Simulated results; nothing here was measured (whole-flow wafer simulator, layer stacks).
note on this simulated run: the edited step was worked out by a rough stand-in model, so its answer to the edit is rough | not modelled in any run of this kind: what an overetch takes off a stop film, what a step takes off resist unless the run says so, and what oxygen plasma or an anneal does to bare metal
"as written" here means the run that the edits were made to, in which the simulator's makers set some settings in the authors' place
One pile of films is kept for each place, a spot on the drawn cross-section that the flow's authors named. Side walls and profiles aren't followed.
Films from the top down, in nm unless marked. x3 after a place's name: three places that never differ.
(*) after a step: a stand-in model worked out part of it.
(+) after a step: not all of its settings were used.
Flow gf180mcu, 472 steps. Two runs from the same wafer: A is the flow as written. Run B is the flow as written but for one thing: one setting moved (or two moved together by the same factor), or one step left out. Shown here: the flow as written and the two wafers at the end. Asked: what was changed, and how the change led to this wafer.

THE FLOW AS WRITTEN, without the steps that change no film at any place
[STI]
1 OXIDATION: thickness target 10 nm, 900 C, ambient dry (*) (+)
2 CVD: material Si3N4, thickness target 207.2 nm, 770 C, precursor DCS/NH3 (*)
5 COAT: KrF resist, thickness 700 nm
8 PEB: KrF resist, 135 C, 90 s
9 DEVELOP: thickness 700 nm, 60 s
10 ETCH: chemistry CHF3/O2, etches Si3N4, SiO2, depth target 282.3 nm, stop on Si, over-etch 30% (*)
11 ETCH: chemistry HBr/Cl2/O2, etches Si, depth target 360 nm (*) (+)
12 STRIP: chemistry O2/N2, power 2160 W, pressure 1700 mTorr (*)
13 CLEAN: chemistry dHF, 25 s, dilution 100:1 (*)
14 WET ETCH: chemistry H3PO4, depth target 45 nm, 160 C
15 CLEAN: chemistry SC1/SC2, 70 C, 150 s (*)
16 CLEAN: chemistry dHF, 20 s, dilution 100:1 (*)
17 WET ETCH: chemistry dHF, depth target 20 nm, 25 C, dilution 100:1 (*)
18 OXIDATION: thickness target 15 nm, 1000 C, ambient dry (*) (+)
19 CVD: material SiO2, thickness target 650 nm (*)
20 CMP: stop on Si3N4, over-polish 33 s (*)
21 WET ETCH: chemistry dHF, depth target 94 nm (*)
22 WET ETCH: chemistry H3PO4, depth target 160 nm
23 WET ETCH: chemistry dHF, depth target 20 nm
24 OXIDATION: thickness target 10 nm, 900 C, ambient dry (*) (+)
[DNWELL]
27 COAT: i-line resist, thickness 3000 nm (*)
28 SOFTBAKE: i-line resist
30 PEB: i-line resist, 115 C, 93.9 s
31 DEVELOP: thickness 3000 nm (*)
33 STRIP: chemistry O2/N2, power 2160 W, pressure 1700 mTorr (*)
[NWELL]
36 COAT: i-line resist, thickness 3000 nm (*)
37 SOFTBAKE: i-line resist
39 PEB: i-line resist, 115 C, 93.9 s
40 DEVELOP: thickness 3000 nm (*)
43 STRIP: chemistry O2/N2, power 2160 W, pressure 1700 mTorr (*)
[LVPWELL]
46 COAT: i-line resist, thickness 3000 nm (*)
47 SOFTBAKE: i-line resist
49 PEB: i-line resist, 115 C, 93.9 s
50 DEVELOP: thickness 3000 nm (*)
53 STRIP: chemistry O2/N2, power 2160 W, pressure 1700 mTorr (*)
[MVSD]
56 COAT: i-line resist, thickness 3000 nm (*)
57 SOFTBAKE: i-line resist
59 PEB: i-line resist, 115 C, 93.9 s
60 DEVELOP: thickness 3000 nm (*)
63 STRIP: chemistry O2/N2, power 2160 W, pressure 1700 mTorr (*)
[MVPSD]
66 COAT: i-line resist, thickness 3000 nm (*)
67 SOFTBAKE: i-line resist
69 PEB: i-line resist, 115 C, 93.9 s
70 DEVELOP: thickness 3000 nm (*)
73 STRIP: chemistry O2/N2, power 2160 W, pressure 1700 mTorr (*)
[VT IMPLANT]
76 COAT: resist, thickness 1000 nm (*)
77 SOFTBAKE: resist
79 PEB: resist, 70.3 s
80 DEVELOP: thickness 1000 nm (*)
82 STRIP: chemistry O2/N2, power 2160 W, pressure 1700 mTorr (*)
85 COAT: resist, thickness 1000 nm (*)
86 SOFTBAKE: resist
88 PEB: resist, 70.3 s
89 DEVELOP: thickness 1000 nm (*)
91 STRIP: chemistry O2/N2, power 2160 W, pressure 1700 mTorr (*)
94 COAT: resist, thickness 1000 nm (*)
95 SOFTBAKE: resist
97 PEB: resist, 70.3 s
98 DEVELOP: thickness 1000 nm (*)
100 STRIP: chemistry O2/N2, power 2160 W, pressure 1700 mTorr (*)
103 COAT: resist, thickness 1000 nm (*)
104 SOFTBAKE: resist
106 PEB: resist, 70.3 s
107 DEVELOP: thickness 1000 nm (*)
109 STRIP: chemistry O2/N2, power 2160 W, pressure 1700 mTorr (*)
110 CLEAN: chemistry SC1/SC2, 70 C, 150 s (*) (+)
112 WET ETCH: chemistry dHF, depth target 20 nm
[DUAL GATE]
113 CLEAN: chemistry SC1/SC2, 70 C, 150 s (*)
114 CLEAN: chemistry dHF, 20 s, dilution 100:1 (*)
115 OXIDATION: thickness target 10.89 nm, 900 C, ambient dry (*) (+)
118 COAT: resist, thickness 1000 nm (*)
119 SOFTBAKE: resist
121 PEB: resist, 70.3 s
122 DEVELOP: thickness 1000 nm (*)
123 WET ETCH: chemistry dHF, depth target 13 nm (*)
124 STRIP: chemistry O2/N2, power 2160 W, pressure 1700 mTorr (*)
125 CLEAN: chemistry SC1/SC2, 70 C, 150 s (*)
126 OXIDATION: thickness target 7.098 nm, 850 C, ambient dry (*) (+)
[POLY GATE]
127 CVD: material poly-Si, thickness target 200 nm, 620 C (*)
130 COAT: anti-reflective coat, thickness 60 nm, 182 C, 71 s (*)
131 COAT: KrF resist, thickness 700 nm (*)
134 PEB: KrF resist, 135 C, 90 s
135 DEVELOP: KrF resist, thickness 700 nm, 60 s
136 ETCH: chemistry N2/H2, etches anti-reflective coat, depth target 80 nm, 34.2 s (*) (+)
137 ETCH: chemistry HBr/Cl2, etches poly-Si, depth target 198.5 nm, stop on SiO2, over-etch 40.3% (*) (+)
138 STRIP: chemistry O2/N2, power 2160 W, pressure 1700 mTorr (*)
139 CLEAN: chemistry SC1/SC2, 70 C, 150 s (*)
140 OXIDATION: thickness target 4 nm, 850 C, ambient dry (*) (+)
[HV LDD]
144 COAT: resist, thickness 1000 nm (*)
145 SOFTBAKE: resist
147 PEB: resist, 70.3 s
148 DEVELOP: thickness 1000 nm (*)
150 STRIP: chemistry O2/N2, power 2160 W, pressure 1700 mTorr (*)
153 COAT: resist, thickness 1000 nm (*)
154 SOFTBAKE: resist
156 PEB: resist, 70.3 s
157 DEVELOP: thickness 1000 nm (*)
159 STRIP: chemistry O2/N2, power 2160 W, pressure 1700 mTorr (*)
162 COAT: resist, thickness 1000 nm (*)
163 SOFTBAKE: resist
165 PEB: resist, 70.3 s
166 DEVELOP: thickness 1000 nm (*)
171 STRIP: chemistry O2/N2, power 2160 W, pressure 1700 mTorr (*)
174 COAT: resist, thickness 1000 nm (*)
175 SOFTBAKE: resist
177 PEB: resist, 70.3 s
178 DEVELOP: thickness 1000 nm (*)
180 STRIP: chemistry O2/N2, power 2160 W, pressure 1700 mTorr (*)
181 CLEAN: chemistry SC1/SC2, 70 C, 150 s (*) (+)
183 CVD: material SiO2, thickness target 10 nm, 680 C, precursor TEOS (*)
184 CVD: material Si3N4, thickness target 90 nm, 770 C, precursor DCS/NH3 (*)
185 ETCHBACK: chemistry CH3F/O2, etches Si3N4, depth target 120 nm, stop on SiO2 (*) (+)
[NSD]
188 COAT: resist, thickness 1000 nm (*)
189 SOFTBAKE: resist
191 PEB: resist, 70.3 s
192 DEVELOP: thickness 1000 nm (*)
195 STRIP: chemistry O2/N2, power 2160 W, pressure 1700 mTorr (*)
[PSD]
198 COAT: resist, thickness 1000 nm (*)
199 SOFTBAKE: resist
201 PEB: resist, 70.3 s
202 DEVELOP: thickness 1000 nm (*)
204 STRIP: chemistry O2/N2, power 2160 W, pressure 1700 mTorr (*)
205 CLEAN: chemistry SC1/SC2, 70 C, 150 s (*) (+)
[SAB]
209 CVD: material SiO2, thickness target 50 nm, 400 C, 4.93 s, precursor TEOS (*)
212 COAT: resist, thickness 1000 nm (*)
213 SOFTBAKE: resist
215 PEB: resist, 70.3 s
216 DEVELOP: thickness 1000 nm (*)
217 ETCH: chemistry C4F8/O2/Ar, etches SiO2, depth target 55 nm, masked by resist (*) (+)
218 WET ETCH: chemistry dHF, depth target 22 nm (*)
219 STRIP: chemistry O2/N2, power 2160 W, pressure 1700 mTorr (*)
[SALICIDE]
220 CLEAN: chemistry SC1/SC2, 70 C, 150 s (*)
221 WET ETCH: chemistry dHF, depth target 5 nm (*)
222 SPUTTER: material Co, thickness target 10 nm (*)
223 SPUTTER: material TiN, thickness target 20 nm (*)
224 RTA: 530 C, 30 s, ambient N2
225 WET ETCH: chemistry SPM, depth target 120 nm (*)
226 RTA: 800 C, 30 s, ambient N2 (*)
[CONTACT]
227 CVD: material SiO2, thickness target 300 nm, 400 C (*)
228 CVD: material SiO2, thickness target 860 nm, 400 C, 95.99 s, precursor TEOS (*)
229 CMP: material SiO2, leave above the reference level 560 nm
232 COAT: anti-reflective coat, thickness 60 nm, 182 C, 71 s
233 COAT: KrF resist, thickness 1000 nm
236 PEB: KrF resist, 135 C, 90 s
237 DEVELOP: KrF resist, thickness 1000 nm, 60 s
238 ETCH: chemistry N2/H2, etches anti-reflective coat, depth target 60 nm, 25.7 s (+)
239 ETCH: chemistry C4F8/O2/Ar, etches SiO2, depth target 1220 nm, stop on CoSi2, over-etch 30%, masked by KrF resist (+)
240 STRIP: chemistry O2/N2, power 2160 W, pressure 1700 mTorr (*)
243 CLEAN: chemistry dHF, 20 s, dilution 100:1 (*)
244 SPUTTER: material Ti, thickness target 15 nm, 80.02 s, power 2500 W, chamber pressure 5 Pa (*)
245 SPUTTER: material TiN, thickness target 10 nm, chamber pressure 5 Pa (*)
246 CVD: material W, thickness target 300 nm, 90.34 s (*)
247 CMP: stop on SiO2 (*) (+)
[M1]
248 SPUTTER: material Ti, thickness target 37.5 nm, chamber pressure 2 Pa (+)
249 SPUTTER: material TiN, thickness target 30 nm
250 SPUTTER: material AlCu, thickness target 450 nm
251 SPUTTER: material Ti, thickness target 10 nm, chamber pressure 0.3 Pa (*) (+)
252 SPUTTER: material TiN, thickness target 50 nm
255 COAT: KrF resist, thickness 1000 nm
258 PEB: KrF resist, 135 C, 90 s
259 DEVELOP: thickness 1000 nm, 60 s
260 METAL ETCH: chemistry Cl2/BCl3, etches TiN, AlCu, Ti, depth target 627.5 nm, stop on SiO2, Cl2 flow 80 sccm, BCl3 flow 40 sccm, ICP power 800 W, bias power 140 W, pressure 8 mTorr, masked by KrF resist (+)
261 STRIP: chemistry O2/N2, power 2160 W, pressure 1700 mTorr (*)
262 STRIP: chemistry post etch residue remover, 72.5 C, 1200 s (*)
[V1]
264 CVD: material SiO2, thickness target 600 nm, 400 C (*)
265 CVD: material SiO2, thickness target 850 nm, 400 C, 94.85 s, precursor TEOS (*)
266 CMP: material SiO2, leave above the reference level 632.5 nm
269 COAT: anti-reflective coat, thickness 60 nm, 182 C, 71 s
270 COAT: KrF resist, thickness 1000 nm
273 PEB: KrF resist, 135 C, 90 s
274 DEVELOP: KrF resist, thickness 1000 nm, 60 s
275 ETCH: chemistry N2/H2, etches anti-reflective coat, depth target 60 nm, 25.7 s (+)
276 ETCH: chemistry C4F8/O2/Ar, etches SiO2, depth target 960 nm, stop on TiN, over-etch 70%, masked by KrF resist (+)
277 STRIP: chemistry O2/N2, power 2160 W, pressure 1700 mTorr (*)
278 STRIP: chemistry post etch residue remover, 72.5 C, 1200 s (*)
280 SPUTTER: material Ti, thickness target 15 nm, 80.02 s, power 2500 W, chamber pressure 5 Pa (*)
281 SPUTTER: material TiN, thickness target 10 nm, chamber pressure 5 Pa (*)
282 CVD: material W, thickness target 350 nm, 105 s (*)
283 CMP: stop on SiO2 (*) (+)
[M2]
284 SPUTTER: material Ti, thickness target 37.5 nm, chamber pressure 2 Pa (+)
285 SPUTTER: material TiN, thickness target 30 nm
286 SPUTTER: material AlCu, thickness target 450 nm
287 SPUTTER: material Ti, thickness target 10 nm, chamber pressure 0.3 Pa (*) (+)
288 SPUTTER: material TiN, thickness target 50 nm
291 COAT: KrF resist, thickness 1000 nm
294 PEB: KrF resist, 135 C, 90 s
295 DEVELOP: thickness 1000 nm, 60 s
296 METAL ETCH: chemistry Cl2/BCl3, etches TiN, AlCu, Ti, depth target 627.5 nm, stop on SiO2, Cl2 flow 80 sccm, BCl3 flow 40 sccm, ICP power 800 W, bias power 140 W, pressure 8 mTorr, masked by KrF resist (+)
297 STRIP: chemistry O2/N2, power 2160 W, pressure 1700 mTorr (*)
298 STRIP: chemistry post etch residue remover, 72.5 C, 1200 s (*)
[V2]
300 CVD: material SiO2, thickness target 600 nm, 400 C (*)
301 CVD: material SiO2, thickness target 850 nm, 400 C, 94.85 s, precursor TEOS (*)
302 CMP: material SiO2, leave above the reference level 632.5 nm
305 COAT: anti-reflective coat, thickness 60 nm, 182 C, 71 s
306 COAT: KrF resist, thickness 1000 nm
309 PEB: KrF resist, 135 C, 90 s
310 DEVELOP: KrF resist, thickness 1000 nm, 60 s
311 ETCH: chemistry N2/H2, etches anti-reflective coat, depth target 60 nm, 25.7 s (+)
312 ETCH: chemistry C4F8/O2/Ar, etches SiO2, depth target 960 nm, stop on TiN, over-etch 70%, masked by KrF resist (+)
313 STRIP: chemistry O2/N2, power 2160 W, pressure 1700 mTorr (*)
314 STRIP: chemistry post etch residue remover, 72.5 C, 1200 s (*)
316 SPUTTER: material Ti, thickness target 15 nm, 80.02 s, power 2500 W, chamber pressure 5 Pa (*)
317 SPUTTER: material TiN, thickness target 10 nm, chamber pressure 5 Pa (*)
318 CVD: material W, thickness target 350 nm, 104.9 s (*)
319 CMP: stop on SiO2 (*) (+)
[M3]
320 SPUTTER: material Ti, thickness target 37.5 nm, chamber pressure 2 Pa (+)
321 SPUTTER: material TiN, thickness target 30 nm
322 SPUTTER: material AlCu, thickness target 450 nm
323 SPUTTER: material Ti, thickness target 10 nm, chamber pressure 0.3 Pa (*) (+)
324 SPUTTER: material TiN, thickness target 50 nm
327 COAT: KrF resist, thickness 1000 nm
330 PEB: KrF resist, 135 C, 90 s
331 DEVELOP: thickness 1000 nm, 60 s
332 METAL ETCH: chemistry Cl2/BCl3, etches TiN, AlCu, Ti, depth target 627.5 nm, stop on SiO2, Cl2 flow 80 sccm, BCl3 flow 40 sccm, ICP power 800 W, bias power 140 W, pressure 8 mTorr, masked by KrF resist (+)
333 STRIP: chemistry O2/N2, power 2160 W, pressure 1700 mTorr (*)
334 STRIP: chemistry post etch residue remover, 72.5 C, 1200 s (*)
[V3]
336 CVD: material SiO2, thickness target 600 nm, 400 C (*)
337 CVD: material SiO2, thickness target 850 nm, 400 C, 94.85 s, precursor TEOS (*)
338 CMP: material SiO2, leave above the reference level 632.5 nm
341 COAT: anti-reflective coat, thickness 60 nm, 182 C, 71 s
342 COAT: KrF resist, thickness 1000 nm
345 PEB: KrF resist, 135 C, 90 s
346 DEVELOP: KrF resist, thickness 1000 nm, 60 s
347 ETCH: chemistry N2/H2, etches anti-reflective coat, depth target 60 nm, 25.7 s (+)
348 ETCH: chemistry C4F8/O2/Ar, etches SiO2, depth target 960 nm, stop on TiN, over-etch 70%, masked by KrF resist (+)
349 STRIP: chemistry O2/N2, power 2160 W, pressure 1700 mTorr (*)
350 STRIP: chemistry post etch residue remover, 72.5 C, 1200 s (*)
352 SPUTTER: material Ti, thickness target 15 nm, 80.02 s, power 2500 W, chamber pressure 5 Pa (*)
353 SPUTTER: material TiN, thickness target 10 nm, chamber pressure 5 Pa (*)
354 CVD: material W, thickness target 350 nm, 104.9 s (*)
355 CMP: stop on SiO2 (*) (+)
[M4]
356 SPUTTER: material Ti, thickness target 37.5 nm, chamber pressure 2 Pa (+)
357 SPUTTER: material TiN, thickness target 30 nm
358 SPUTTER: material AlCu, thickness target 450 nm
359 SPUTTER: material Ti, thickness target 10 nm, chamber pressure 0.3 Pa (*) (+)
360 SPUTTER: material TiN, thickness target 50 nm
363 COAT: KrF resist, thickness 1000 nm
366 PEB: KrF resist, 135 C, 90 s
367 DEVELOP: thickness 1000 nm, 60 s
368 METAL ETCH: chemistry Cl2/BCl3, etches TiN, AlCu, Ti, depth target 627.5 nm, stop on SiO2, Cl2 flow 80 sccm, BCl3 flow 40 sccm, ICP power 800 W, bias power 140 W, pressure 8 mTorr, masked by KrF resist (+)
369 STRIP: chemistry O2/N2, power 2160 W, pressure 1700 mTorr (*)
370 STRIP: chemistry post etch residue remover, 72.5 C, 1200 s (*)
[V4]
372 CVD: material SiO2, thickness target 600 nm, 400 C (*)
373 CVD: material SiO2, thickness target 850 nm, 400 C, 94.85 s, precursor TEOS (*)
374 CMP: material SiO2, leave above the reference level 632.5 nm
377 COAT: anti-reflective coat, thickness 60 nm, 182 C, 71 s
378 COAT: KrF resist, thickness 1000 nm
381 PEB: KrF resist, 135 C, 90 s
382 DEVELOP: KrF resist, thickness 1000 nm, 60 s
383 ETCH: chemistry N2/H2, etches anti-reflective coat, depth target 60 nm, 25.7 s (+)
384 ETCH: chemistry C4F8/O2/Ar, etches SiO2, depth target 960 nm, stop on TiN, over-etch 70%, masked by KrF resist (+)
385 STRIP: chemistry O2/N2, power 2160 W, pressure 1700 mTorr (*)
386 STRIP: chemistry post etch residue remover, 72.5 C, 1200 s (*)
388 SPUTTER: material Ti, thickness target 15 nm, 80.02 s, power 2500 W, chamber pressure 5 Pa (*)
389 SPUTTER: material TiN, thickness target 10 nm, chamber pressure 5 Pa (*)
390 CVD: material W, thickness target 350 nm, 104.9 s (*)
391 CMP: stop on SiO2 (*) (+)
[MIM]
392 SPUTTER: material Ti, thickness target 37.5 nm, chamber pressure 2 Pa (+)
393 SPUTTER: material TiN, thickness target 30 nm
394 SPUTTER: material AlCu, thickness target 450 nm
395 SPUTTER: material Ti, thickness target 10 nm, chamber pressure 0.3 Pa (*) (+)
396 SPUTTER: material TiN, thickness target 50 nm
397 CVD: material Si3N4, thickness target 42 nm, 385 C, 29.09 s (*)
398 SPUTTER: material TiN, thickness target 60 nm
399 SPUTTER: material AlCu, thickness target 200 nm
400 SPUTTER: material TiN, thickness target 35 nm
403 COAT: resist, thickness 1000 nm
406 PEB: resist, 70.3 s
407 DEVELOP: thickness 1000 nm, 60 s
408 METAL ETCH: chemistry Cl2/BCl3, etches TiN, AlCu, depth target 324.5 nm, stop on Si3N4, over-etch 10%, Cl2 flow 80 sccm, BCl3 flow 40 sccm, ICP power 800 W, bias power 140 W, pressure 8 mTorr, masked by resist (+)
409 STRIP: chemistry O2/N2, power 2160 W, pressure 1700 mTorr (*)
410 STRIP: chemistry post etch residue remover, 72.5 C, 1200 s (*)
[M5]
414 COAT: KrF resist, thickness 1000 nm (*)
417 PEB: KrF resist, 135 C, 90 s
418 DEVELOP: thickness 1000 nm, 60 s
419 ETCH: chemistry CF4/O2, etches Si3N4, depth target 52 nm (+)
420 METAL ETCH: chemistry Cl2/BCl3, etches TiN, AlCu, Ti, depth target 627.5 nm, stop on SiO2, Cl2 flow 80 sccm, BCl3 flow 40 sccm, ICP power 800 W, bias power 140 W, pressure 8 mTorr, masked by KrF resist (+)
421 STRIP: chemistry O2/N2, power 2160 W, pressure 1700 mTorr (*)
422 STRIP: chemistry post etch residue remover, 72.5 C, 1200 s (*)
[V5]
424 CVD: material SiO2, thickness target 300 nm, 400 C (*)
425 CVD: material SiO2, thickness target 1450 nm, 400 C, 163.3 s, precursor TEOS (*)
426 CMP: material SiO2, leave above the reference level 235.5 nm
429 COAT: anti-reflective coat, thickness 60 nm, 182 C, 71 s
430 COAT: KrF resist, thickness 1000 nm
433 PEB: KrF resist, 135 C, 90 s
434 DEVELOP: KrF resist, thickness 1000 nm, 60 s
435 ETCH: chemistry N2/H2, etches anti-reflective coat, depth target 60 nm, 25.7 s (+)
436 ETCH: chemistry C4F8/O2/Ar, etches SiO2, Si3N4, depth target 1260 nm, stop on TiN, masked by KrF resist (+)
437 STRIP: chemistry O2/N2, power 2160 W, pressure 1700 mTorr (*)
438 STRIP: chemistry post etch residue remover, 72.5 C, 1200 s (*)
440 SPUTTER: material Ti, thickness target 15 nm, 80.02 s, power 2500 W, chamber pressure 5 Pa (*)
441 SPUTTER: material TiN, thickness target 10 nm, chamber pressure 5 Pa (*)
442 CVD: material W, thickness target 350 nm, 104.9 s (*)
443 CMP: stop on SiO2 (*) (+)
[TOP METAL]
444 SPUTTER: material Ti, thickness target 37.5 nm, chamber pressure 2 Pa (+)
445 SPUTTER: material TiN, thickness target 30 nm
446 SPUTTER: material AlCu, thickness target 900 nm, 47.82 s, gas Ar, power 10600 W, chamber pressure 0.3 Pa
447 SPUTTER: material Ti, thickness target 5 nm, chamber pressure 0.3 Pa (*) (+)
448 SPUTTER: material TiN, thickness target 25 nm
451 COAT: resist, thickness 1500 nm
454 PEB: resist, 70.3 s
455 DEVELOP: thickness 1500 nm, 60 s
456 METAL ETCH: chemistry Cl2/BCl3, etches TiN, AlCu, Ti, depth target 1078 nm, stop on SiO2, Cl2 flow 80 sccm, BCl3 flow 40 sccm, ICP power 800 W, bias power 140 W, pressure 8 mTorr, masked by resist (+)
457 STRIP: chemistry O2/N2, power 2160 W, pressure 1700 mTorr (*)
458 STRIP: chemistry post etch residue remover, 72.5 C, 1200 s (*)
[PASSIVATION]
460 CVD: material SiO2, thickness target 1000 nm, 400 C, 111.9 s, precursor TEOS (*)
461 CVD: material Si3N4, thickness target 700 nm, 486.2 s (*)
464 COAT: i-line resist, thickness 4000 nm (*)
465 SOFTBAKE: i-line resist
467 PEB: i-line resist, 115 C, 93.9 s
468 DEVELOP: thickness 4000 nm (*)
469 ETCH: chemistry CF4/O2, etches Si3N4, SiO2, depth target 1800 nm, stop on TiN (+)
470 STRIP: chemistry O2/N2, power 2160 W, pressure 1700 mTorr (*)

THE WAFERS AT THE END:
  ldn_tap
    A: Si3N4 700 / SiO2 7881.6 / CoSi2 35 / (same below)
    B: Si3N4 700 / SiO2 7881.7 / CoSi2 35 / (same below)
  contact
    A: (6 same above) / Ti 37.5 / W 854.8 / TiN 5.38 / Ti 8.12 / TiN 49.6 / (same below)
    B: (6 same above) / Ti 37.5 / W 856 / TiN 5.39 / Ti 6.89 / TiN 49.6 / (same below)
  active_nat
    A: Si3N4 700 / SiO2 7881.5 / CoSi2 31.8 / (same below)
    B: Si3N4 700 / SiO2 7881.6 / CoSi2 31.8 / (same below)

The cause: step 440, SPUTTER: 68.02 s was run, where the flow has 80.02 s.

How the change led to this, step by step:
  440 SPUTTER: material Ti, thickness target 15 nm, 80.02 s, power 2500 W, chamber pressure 5 Pa (*)
      field, field__w1, field__w2 and 108 more: A Ti +15 (new film) | B Ti +12.7 (new film)
      contact: A Ti +8.12 (new film) | B Ti +6.89 (new film)
  443 CMP: stop on SiO2 (*) (+)
      field, field__w1, field__w2 and 108 more: A W -350 (all of it), TiN -10 (all of it), Ti -15 (all of it), SiO2 -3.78 | B W -350 (all of it), TiN -10 (all of it), Ti -12.7 (all of it), SiO2 -3.76
